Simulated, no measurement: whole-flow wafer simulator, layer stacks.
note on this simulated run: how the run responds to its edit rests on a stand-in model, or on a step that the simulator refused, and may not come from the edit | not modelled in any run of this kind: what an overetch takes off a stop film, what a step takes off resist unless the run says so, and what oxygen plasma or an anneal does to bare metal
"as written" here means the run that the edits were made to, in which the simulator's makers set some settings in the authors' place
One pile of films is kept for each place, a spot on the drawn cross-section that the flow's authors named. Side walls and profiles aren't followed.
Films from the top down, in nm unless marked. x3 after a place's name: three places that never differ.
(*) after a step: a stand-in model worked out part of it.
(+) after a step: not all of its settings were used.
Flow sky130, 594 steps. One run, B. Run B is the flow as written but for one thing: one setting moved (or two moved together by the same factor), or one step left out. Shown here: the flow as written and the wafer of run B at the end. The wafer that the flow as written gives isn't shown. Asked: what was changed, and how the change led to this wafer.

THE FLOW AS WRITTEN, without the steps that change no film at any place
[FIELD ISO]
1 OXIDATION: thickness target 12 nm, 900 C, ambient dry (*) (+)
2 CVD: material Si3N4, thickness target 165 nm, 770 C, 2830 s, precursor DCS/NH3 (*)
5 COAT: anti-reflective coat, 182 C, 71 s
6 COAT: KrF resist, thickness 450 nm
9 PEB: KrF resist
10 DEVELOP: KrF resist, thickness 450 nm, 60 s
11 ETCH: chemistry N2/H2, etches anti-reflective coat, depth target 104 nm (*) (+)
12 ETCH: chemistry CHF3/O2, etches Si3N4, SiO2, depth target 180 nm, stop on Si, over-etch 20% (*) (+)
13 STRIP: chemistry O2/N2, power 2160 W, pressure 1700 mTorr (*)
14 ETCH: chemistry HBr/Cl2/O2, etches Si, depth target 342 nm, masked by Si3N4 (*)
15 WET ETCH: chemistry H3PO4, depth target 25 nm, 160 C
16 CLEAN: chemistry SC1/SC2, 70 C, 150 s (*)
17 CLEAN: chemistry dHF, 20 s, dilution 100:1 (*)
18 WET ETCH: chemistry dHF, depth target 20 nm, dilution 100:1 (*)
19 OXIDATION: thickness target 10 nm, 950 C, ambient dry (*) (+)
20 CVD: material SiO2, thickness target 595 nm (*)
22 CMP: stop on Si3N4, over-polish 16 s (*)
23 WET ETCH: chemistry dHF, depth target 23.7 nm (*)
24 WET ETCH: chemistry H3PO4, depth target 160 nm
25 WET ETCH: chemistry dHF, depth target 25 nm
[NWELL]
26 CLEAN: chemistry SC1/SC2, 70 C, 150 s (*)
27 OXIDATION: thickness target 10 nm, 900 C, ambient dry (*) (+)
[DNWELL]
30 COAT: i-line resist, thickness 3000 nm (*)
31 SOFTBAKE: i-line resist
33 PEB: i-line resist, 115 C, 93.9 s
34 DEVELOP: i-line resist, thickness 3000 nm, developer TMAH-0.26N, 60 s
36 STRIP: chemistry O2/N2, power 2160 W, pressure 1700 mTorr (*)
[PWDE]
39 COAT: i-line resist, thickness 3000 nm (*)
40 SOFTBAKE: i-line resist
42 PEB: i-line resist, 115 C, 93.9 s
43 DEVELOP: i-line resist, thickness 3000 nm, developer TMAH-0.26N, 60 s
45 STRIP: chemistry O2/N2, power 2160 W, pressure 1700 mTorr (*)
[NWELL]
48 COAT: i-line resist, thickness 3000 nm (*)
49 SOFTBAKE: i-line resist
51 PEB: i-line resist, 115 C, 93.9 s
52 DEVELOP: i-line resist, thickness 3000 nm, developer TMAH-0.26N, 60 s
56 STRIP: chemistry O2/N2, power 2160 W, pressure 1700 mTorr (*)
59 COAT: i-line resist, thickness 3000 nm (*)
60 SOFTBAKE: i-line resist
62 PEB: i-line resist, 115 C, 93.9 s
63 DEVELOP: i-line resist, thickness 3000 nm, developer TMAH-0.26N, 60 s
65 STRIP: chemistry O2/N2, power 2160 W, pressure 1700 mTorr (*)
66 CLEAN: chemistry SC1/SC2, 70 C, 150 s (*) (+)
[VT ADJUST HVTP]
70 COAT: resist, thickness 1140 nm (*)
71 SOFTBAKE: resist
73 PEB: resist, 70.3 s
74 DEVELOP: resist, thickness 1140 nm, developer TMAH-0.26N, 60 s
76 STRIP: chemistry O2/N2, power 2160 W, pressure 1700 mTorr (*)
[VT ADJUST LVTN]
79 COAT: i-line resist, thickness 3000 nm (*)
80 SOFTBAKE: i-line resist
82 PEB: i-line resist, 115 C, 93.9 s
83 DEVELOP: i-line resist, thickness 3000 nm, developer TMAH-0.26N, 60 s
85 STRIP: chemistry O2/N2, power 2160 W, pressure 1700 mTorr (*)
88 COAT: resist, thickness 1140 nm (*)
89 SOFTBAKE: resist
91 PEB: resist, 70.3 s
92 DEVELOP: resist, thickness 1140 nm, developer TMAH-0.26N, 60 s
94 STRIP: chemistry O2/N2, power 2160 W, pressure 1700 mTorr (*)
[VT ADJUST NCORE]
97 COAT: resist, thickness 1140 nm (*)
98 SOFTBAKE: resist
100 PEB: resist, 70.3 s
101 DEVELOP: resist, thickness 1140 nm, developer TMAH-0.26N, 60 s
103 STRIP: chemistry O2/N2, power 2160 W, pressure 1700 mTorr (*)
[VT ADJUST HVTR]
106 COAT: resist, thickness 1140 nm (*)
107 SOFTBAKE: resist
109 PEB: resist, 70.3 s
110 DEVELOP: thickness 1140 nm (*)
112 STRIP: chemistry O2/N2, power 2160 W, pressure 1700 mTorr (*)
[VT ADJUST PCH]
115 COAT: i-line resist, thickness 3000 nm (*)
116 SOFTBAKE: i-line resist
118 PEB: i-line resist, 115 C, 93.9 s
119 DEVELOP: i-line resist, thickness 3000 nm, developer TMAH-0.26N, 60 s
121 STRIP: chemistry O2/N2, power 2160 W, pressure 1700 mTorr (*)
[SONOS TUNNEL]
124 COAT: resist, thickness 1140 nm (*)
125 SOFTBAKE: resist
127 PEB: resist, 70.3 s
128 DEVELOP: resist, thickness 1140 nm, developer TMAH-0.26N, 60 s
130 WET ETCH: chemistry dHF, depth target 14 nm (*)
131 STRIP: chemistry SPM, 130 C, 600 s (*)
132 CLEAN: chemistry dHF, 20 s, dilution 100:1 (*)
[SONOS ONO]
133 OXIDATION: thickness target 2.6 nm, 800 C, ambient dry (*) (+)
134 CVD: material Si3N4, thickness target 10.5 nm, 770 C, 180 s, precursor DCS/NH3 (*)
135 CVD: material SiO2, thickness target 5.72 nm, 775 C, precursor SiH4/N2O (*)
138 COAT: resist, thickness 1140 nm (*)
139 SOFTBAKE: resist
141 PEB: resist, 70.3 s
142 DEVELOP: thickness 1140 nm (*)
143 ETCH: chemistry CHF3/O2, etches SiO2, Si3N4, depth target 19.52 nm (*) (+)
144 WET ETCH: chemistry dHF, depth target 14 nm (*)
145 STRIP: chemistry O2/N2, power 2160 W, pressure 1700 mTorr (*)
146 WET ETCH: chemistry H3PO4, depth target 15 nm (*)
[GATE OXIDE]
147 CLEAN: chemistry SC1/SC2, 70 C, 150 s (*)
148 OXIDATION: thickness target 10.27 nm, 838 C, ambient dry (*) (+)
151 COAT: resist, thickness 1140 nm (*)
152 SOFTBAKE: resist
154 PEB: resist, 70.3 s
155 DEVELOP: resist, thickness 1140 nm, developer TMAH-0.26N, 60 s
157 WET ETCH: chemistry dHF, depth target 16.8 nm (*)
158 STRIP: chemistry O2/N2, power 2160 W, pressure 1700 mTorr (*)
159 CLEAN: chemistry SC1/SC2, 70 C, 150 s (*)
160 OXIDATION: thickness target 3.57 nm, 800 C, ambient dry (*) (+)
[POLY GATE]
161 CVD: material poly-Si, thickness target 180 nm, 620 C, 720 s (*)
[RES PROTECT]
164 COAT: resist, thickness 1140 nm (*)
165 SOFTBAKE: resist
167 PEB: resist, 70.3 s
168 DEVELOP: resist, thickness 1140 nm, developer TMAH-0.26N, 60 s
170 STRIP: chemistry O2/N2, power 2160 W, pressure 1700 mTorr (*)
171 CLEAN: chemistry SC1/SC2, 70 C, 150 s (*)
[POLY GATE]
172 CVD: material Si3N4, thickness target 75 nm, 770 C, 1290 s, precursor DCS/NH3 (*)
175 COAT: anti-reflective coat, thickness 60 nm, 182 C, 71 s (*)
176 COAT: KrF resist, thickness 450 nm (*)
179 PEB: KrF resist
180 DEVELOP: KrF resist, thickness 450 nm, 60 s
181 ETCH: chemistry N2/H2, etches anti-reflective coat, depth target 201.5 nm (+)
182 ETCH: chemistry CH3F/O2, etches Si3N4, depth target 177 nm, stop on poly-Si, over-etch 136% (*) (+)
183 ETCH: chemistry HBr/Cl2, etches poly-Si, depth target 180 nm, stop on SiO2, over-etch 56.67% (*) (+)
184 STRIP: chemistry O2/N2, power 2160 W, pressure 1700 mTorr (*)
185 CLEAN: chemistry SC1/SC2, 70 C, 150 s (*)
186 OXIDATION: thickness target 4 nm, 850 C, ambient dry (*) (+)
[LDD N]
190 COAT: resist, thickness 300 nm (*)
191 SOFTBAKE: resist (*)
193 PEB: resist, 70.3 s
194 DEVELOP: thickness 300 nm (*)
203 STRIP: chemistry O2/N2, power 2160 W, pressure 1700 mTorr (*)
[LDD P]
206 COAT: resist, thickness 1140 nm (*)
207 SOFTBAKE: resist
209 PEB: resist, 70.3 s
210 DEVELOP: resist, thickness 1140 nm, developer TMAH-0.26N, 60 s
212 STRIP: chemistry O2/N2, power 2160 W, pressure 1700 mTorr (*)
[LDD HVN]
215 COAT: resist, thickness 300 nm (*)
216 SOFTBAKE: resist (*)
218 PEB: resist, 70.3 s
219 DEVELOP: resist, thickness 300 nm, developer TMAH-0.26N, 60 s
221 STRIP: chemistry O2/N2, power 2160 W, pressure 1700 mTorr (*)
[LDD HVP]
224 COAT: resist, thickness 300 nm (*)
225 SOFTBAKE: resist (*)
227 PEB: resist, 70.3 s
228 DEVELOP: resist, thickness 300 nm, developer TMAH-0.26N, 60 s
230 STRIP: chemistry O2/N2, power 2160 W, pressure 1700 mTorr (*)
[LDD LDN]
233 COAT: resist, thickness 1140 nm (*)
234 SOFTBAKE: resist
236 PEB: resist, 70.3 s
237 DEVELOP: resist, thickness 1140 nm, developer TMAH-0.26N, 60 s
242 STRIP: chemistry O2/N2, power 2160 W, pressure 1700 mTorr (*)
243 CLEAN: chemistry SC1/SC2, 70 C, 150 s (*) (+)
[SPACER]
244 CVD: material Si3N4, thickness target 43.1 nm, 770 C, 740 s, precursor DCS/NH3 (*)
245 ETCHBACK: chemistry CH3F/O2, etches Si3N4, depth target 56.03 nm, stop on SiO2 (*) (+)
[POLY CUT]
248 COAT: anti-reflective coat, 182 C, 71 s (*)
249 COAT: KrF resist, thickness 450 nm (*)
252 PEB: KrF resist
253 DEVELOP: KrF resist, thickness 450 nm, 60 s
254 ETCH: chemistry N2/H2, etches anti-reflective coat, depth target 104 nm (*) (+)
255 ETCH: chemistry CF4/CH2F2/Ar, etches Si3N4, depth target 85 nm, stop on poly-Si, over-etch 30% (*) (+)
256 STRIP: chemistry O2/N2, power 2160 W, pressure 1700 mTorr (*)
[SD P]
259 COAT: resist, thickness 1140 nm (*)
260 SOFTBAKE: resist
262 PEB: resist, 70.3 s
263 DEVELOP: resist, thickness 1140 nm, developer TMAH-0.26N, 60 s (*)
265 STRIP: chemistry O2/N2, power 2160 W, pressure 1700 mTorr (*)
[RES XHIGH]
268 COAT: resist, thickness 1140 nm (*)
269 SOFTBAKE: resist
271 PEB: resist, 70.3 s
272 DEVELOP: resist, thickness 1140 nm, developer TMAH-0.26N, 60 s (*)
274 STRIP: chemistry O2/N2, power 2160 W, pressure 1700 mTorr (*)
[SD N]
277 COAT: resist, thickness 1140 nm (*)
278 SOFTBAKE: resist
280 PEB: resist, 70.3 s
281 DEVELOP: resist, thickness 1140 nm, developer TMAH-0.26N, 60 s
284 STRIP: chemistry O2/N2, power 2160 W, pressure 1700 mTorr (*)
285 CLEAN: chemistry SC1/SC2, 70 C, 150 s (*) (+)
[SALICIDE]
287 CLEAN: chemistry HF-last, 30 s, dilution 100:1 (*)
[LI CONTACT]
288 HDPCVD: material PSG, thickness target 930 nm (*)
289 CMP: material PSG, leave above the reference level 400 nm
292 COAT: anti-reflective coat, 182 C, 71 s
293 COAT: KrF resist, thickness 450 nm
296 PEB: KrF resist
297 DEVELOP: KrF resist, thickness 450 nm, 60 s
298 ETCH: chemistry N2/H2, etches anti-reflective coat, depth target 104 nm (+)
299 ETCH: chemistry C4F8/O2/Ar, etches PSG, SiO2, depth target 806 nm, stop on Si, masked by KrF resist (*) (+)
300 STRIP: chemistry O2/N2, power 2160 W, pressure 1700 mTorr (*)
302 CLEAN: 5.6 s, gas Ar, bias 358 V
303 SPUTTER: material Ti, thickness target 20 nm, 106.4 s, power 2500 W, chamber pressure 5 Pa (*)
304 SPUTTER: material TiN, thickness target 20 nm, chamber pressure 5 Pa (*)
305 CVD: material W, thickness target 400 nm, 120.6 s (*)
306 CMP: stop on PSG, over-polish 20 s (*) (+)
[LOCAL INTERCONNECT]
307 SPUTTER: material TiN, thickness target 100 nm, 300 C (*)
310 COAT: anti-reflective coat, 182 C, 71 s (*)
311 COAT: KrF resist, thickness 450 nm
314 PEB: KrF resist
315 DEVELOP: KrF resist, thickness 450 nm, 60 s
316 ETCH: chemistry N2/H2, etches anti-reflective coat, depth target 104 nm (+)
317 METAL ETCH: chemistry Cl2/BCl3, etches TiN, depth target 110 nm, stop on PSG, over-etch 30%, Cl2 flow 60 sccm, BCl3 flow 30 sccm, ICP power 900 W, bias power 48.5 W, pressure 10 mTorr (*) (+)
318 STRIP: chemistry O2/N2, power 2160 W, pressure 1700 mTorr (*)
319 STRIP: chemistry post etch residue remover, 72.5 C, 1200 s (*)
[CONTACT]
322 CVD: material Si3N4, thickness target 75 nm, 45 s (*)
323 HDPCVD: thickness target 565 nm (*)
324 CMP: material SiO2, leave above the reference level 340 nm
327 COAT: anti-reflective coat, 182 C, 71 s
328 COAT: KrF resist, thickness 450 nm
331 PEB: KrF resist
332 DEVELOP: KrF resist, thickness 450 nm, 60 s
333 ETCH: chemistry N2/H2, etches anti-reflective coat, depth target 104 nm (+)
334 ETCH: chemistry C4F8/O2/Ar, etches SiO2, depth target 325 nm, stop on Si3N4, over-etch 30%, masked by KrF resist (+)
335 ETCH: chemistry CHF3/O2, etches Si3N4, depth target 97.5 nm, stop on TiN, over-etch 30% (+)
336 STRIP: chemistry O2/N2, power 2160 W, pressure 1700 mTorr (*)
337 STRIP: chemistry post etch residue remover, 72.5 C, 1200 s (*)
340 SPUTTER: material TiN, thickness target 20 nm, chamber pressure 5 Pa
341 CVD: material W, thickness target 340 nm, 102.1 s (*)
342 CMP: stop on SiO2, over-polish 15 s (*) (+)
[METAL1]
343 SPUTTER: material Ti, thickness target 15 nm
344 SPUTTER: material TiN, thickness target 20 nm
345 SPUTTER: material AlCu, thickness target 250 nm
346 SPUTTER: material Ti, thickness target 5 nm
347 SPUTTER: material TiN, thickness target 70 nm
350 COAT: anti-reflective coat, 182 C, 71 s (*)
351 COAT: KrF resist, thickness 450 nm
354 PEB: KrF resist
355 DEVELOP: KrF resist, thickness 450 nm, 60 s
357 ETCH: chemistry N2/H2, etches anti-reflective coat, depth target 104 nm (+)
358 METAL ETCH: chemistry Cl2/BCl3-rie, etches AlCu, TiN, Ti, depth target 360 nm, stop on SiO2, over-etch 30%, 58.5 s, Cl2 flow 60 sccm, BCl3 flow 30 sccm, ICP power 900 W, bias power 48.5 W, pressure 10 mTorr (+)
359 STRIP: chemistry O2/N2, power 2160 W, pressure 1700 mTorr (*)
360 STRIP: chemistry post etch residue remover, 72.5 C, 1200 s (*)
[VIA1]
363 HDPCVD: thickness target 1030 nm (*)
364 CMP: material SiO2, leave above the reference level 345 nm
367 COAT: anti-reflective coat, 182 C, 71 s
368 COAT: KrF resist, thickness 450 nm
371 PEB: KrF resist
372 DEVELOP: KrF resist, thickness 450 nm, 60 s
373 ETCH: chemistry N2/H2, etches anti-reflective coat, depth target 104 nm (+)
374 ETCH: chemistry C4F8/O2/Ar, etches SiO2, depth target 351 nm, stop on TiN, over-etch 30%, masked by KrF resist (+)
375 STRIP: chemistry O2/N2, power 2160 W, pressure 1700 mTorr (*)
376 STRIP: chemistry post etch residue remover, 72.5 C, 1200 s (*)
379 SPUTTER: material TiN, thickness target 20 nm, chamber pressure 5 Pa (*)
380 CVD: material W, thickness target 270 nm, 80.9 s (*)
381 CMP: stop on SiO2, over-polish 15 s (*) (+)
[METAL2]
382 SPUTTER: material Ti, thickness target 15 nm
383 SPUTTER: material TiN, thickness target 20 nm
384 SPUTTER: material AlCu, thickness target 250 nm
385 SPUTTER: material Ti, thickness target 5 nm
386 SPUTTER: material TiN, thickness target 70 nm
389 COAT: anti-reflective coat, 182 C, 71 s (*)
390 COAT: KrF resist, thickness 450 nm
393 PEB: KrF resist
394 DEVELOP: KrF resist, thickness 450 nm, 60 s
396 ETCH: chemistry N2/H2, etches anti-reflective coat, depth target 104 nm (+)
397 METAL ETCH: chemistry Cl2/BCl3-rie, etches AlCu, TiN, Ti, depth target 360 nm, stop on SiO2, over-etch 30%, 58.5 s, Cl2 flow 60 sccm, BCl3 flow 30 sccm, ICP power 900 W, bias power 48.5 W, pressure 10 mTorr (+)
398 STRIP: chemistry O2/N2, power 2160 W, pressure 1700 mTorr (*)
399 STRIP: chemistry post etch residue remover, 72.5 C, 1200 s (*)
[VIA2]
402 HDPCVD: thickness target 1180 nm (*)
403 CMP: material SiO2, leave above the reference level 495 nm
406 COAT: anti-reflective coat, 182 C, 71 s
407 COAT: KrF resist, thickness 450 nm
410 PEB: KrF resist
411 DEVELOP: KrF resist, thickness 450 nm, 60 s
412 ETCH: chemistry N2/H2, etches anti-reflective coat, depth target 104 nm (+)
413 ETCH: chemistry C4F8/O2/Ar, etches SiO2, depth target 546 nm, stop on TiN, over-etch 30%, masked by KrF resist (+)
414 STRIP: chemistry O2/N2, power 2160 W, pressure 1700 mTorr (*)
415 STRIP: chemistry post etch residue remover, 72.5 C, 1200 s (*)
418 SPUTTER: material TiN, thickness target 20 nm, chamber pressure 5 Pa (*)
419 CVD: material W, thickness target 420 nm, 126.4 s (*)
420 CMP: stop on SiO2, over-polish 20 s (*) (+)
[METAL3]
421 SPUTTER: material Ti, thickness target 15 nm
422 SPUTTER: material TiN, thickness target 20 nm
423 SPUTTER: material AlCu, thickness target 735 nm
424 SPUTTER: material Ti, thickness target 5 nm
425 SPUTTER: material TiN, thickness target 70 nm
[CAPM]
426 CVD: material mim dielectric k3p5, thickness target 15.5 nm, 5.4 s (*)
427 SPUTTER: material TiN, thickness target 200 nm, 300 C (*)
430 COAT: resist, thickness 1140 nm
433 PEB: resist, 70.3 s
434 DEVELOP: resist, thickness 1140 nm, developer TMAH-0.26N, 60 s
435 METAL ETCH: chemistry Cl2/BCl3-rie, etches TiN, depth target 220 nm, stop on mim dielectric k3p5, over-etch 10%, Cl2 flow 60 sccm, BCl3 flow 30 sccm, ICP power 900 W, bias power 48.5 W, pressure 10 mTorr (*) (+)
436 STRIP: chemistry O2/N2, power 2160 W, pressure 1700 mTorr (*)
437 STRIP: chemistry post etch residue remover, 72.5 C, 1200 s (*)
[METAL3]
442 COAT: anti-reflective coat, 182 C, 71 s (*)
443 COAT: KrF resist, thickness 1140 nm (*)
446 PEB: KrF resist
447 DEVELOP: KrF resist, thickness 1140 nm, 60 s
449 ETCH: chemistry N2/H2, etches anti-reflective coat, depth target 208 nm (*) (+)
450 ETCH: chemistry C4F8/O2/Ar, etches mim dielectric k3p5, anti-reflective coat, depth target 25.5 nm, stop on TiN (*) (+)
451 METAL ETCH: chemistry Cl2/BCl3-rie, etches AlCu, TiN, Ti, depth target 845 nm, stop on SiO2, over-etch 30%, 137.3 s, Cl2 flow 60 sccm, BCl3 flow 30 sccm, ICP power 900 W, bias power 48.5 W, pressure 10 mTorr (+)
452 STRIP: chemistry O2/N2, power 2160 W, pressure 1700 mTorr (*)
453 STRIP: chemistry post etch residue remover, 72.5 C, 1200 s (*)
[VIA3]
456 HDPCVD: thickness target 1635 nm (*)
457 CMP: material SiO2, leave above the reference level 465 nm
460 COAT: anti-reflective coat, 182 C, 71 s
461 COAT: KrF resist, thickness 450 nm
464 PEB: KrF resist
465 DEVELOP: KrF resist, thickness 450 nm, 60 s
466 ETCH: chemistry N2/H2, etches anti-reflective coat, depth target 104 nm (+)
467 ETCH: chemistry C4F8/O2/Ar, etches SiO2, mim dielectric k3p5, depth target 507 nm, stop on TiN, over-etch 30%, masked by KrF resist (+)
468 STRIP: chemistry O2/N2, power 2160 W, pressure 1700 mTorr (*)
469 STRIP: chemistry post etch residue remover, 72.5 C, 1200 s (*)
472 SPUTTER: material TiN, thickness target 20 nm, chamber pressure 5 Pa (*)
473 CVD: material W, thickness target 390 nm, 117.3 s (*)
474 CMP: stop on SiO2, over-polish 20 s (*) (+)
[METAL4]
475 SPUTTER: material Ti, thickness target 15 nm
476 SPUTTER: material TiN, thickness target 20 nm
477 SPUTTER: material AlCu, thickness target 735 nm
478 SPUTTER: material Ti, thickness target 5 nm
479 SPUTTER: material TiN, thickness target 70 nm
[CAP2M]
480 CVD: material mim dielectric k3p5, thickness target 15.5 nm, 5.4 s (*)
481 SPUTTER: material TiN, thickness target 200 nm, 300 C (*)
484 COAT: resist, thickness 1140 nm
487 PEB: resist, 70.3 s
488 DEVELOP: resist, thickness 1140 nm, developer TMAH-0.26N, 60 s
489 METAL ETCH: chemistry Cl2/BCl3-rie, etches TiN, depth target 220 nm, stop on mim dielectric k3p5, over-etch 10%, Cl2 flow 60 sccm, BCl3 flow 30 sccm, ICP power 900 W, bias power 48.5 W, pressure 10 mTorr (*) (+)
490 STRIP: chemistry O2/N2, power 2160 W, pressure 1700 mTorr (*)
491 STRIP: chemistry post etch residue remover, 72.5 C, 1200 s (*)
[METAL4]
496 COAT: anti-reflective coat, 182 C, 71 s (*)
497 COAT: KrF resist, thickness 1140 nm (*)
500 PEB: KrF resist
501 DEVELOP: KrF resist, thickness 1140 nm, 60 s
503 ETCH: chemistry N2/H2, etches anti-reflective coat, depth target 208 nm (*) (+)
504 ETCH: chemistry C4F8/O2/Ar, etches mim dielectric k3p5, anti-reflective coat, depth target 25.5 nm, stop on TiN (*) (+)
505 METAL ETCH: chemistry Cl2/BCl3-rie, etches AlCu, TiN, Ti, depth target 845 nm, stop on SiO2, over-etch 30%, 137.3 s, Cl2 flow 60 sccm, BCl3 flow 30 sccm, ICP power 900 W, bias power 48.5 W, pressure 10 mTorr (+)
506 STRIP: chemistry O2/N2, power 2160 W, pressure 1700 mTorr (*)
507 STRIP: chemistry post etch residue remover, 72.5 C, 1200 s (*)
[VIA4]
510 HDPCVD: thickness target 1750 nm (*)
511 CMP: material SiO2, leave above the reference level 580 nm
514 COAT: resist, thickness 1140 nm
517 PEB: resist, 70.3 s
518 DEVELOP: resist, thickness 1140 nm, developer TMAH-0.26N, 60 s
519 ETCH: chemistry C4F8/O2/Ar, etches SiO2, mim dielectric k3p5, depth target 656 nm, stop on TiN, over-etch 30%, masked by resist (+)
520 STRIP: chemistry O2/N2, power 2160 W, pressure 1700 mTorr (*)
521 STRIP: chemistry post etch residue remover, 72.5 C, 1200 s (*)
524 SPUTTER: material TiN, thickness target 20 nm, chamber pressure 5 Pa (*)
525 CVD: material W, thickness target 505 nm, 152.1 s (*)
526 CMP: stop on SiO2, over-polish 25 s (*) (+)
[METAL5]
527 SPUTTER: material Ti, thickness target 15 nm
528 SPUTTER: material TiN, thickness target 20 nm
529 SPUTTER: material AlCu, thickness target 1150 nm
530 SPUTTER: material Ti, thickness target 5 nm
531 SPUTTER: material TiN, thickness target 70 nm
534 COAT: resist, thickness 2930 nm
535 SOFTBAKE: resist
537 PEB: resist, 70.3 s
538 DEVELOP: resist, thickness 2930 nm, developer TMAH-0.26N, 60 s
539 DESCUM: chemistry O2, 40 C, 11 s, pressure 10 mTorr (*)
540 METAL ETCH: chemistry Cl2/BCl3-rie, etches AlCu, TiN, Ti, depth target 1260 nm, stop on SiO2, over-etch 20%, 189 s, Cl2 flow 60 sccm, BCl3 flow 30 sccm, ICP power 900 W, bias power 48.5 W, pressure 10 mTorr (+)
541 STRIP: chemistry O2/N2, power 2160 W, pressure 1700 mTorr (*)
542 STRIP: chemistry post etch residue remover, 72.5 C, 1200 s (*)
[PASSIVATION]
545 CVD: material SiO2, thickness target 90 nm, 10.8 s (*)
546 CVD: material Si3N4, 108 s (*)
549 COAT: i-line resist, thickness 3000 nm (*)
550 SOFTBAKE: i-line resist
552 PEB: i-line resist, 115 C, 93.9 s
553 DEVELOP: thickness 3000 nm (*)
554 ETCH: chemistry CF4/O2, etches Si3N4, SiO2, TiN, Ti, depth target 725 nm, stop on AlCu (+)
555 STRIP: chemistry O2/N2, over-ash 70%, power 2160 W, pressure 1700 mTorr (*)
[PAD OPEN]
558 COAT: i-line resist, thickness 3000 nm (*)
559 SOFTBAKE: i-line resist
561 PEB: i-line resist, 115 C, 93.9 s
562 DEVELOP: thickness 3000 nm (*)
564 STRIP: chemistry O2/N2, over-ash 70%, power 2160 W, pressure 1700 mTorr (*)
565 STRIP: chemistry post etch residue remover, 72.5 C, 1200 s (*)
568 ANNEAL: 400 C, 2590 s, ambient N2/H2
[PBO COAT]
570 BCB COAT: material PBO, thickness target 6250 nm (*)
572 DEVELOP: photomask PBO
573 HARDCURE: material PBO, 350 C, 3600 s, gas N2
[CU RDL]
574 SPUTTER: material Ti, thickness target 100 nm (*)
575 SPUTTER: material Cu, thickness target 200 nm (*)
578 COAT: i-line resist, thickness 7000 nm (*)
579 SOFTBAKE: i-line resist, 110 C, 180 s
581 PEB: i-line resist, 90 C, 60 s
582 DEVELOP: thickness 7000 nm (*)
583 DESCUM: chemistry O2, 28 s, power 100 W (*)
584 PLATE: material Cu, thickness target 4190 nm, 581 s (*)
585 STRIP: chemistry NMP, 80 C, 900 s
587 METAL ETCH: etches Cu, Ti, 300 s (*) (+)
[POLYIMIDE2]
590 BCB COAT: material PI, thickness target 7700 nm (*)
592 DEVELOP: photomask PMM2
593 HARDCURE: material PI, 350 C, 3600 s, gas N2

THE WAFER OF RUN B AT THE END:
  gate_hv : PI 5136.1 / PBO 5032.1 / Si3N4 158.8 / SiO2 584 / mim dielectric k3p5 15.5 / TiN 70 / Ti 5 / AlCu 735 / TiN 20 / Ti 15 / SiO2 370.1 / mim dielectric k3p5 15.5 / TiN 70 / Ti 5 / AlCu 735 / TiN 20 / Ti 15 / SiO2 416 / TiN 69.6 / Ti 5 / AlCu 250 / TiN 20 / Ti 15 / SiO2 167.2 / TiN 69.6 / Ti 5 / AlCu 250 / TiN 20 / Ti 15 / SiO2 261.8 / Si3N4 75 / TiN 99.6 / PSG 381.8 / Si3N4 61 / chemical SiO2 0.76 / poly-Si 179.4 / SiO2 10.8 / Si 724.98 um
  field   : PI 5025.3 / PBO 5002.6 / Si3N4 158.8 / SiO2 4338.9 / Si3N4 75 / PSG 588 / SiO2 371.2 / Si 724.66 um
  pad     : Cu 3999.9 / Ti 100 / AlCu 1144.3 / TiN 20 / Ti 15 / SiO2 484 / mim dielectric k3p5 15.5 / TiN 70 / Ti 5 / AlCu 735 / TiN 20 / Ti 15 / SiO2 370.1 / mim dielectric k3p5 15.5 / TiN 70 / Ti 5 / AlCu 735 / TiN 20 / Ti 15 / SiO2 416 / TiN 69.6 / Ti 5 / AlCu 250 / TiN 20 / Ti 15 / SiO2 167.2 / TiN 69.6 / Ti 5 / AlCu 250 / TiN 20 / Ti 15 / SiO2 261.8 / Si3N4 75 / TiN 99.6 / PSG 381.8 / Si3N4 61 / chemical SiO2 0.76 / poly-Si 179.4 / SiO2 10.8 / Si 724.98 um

The cause: step 364, CMP: leave above the reference level 245 nm was run, where the flow has leave above the reference level 345 nm.

How the change led to this, step by step:
  364 CMP: material SiO2, leave above the reference level 345 nm
      n_well, p_well, gate_hv and 100 more: SiO2 -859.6 (as written it would be: SiO2 -759.6)
      field, active, gate and 81 more: SiO2 -489.1 (as written it would be: SiO2 -389.1)
      (and at 4 more places)
  374 ETCH: chemistry C4F8/O2/Ar, etches SiO2, depth target 351 nm, stop on TiN, over-etch 30%, masked by KrF resist (+)
      field, active, n_well and 186 more: KrF resist -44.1 (as written it would be: KrF resist -70.1)
      m1, via1_hole: SiO2 -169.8 (all of it) (as written it would be: SiO2 -269.8 (all of it))
  375 STRIP: chemistry O2/N2, power 2160 W, pressure 1700 mTorr (*)
      field, active, n_well and 186 more: KrF resist -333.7 (all of it), anti-reflective coat -80 (all of it) (as written it would be: KrF resist -307.7 (all of it), anti-reflective coat -80 (all of it))
  379 SPUTTER: material TiN, thickness target 20 nm, chamber pressure 5 Pa (*)
      m1: TiN +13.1 (as written it would be: TiN +11)
      via1_hole: TiN +13 (as written it would be: TiN +10.9)
  380 CVD: material W, thickness target 270 nm, 80.9 s (*)
      m1, via1_hole: W +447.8 (new film) (as written it would be: W +549.9 (new film))
